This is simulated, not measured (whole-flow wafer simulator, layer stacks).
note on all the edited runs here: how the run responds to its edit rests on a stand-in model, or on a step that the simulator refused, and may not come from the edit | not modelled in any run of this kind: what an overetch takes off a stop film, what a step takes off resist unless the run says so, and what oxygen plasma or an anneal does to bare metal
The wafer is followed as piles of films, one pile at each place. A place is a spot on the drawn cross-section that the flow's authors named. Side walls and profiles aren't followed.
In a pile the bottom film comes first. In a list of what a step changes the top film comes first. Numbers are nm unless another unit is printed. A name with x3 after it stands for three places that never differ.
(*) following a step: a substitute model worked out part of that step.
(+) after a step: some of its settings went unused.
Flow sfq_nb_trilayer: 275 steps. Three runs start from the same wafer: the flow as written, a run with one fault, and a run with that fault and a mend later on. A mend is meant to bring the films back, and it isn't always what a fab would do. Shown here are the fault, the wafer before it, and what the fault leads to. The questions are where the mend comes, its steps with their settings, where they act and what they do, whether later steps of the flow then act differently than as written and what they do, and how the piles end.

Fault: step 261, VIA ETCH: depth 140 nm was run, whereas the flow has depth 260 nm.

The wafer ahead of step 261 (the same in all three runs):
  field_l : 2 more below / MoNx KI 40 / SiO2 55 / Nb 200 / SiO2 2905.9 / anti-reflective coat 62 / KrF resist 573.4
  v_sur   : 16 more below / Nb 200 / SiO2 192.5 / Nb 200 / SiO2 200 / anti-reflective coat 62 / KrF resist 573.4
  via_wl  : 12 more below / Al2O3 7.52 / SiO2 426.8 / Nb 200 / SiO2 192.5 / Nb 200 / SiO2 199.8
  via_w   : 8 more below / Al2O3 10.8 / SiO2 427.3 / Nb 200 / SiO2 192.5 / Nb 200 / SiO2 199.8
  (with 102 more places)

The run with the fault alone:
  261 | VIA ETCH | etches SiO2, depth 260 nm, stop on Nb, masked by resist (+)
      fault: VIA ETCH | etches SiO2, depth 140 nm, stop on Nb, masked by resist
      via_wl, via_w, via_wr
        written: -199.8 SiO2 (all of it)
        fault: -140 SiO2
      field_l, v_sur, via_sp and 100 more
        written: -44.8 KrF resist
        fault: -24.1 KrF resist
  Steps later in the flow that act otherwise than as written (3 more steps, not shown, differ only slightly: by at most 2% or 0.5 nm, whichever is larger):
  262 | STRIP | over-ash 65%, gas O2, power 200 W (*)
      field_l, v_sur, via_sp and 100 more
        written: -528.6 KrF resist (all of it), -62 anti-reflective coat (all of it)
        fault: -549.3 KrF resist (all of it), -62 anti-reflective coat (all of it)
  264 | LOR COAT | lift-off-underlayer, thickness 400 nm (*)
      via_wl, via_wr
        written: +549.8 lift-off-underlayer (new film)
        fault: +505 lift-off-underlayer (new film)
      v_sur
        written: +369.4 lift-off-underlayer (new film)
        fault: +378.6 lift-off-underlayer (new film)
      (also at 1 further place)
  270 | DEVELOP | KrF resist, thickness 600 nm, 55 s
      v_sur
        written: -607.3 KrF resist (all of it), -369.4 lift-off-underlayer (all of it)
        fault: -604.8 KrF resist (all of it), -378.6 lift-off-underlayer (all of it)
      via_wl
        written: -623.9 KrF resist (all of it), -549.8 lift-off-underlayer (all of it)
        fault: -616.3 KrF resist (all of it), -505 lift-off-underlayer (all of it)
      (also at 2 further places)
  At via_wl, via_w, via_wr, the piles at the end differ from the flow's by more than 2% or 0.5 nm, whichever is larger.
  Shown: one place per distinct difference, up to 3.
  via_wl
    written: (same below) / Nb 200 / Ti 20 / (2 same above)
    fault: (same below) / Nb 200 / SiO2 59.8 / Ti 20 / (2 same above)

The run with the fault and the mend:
  The mend stands after step 262.
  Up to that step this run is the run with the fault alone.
  262a | COAT | anti-reflective coat, thickness 62 nm (*) (the flow's step 254 again)
      p4_fl x3, p4_w1 x9, p4_g1 x2 and 63 more
        +62 anti-reflective coat (new film)
      ce_r, sp_r, be_r, r_sur, res, r_end, moat, field_r
        +61.7 anti-reflective coat (new film)
      lsp_l, ln_m5, lsp_m, ln_m6, lsp_r, l0_sur, l0v
        +61.8 anti-reflective coat (new film)
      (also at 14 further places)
  262b | COAT | KrF resist, thickness 650 nm (*) (the flow's step 255 again)
      p4_fl x3, p4_w1 x9, p4_g1 x2 and 63 more
        +650 KrF resist (new film)
      field_r, lsp_l, ln_m5, lsp_m, ln_m6, lsp_r, l0_sur
        +649.5 KrF resist (new film)
      r_sur, res, r_end, moat, l0v
        +649.4 KrF resist (new film)
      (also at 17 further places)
  262c | SOFTBAKE | KrF resist (the flow's step 256 again)
      does not change any film at any place that is followed
  262d | EXPOSE | photomask I7, dose 11.93 mJ/cm2, NA 0.6, wavelength 248 nm (*) (the flow's step 257 again)
      does not change any film at any place that is followed
  262e | PEB | KrF resist, 90 s (the flow's step 258 again)
      jj_sur, ce_l, c5j and 92 more
        -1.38 KrF resist
      v_sur, via_v, wire, be, be_sur, gap
        -1.37 KrF resist
      field_l, via_sp
        -1.36 KrF resist
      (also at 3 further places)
  262f | DEVELOP | KrF resist, thickness 650 nm, 60 s (the flow's step 259 again)
      field_l, v_sur, via_sp and 100 more
        -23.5 KrF resist
      via_wl
        -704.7 KrF resist (all of it)
      via_w
        -741.8 KrF resist (all of it)
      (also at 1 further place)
  262g | VIA ETCH | etches anti-reflective coat, depth 125 nm, masked by resist (+) (the flow's step 260 again)
      field_l, v_sur, via_sp and 100 more
        -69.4 KrF resist
      via_wl, via_wr
        -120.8 anti-reflective coat (all of it)
      via_w
        -79.2 anti-reflective coat (all of it), -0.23 SiO2
  262h | VIA ETCH | etches SiO2, depth 120 nm, stop on Nb, masked by resist (+) (the flow's step 261 again, with other settings)
      field_l, v_sur, via_sp and 100 more
        -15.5 KrF resist
      via_wl, via_wr
        -59.8 SiO2 (all of it)
      via_w
        -59.6 SiO2 (all of it)
  262i | STRIP | over-ash 65%, gas O2, power 200 W (*) (the flow's step 262 again)
      p4_fl x3, p4_w1 x9, p4_g1 x2 and 63 more
        -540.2 KrF resist (all of it), -62 anti-reflective coat (all of it)
      lsp_l, ln_m5, lsp_m, ln_m6, lsp_r, l0_sur
        -539.7 KrF resist (all of it), -61.8 anti-reflective coat (all of it)
      res, r_end, moat
        -539.6 KrF resist (all of it), -61.7 anti-reflective coat (all of it)
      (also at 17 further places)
  Every later step of the flow that is run acts as written at every place that is followed.
  By the end, the piles equal the flow's at every place that both follow.
